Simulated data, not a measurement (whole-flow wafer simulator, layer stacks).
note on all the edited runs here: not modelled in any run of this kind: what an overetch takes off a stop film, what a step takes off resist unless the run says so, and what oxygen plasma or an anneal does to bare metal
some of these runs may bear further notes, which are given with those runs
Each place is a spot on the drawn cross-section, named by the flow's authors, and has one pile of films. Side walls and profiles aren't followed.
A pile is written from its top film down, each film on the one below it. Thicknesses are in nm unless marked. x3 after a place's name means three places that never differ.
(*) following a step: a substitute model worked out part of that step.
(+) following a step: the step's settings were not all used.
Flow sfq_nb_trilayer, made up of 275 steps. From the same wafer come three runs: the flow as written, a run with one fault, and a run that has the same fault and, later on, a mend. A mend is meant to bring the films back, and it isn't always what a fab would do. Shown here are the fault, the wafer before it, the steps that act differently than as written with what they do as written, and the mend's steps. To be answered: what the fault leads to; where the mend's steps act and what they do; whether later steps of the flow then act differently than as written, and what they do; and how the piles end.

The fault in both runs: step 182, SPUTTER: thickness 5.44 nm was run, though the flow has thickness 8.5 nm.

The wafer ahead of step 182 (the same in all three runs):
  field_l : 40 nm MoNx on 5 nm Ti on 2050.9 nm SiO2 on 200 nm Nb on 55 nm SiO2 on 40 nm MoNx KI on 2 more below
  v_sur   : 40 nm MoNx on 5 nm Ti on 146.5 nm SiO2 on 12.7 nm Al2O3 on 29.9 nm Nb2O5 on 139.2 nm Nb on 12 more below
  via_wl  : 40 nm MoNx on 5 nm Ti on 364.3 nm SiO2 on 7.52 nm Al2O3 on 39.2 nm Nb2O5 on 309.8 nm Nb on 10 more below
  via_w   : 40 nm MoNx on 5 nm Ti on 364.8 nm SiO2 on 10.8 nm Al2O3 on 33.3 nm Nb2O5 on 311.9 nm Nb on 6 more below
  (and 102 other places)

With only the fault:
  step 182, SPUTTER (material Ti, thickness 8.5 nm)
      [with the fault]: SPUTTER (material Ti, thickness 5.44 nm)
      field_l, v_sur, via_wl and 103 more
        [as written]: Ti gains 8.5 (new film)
        [with the fault]: Ti gains 5.44 (new film)
  Steps further on in the flow that do not act as written (15 other steps are not shown; they differ only slightly, by no more than 2% or 0.5 nm, whichever is larger):
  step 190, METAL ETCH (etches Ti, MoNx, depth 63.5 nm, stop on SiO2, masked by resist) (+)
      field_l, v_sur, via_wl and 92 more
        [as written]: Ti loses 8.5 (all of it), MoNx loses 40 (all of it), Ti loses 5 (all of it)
        [with the fault]: Ti loses 5.44 (all of it), MoNx loses 40 (all of it), Ti loses 5 (all of it)
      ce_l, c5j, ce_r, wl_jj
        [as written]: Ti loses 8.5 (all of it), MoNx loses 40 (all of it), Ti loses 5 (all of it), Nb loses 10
        [with the fault]: Ti loses 5.44 (all of it), MoNx loses 40 (all of it), Ti loses 5 (all of it), Nb loses 13.1
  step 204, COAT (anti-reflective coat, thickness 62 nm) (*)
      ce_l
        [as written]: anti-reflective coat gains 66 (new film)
        [with the fault]: anti-reflective coat gains 67.4 (new film)
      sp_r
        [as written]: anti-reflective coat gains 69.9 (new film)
        [with the fault]: anti-reflective coat gains 68.5 (new film)
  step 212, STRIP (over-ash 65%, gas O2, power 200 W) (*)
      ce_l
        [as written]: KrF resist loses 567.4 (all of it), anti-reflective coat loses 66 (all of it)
        [with the fault]: KrF resist loses 568 (all of it), anti-reflective coat loses 67.4 (all of it)
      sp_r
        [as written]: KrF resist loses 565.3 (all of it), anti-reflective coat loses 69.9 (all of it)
        [with the fault]: KrF resist loses 565.1 (all of it), anti-reflective coat loses 68.5 (all of it)
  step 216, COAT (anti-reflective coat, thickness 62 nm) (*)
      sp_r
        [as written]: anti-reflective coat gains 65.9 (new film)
        [with the fault]: anti-reflective coat gains 64.5 (new film)
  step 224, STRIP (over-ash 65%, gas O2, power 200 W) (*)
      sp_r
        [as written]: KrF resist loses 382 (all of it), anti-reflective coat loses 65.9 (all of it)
        [with the fault]: KrF resist loses 382.1 (all of it), anti-reflective coat loses 64.5 (all of it)
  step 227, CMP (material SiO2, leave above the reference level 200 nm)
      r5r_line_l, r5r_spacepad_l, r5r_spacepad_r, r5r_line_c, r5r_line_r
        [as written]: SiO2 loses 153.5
        [with the fault]: SiO2 loses 150.4
  The piles end different from the flow's at be_r, r_sur, res, r_end, r5r_line_l, r5r_line_c, r5r_line_r by more than 2% or 0.5 nm, whichever is larger.
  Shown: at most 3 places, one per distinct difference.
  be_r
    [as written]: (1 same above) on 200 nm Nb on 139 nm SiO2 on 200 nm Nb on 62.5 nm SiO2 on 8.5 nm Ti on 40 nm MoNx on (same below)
    [with the fault]: (1 same above) on 200 nm Nb on 142.1 nm SiO2 on 200 nm Nb on 62.5 nm SiO2 on 5.44 nm Ti on 40 nm MoNx on (same below)
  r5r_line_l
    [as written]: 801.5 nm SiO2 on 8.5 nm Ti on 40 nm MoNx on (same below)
    [with the fault]: 804.6 nm SiO2 on 5.44 nm Ti on 40 nm MoNx on (same below)
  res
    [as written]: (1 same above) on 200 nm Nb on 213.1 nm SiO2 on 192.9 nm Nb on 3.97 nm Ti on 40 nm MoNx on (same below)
    [with the fault]: (1 same above) on 200 nm Nb on 216.2 nm SiO2 on 192.9 nm Nb on 0.91 nm Ti on 40 nm MoNx on (same below)

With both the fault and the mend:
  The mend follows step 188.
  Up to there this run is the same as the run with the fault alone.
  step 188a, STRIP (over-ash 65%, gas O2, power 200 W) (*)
      field_l, v_sur, via_wl and 96 more
        anti-reflective coat loses 62 (all of it)
      be_r, r_sur, res, r_end, r5r_line_l, r5r_line_c, r5r_line_r
        KrF resist loses 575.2 (all of it), anti-reflective coat loses 62 (all of it)
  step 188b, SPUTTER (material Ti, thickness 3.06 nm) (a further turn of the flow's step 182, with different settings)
      field_l, v_sur, via_wl and 103 more
        Ti gains 3.06
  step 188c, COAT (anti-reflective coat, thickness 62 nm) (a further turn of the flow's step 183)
      field_l, v_sur, via_wl and 103 more
        anti-reflective coat gains 62 (new film)
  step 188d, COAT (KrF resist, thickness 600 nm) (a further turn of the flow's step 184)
      field_l, v_sur, via_wl and 103 more
        KrF resist gains 600 (new film)
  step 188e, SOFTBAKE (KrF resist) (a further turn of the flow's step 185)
      does not change any film at any place that is followed
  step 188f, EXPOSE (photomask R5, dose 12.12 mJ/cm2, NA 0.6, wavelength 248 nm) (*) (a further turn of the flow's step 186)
      does not change any film at any place that is followed
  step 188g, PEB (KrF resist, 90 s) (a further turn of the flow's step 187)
      field_l, v_sur, via_wl and 103 more
        KrF resist loses 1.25
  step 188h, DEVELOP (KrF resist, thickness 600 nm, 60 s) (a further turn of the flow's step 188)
      field_l, v_sur, via_wl and 96 more
        KrF resist loses 598.7 (all of it)
      be_r, r_sur, res, r_end, r5r_line_l, r5r_line_c, r5r_line_r
        KrF resist loses 23.5
  Every later step of the flow that is run acts as written at every place that is followed.
  By the end, the piles equal the flow's at every place that both follow.
